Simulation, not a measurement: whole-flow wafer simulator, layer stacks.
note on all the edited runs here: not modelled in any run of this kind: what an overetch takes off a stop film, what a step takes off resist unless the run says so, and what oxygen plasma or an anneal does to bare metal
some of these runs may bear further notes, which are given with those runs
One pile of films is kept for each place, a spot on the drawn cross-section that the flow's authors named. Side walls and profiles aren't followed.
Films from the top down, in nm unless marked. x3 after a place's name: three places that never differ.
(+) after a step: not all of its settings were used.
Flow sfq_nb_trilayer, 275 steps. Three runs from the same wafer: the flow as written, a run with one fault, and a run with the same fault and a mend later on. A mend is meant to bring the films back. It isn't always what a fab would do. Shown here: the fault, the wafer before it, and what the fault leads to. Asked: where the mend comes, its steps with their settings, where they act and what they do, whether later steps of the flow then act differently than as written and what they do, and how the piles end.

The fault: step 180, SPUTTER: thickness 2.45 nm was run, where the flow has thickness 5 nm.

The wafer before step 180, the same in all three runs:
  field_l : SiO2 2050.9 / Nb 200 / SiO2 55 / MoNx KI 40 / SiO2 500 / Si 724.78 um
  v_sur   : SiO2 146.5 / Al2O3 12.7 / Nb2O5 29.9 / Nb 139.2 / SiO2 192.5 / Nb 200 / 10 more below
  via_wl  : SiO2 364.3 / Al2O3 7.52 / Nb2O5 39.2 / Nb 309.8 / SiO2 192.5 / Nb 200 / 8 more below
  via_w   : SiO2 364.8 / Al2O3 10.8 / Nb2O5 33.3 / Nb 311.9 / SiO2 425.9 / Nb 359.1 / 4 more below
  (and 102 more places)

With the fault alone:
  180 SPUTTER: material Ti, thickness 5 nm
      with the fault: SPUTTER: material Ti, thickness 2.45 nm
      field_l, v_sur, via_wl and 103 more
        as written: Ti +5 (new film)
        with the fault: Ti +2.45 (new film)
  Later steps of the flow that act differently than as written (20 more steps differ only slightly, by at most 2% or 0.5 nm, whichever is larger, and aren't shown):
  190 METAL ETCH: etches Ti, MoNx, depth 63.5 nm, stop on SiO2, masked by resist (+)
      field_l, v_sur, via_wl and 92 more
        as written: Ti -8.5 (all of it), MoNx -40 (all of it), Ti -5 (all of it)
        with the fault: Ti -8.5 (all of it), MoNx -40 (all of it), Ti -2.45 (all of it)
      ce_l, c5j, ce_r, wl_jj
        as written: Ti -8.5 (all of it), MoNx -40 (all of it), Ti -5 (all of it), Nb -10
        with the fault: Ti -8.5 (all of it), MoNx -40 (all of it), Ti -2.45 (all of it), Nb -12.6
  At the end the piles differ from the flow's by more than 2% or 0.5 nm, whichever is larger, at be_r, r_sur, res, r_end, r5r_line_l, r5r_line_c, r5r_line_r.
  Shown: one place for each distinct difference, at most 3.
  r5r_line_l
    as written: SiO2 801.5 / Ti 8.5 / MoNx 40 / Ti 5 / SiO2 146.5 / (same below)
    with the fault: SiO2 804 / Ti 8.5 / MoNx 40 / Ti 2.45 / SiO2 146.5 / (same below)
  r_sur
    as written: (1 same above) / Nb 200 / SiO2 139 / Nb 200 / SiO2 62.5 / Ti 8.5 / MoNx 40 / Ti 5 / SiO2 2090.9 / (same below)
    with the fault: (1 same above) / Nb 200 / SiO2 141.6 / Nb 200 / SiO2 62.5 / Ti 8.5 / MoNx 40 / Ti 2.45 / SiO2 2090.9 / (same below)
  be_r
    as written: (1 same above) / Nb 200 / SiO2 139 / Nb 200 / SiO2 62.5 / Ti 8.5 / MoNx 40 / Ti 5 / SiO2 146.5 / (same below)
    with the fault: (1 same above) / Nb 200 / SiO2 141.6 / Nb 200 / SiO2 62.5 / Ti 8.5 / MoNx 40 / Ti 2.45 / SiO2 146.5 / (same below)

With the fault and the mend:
  The mend comes after step 180.
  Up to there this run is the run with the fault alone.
  180a SPUTTER: material Ti, thickness 2.55 nm (the flow's step 180 once more, with other settings)
      field_l, v_sur, via_wl and 103 more
        Ti +2.55
  No later step of the flow acts differently than as written at any place that is followed.
  At the end the piles are the same as the flow's at every place that both follow.
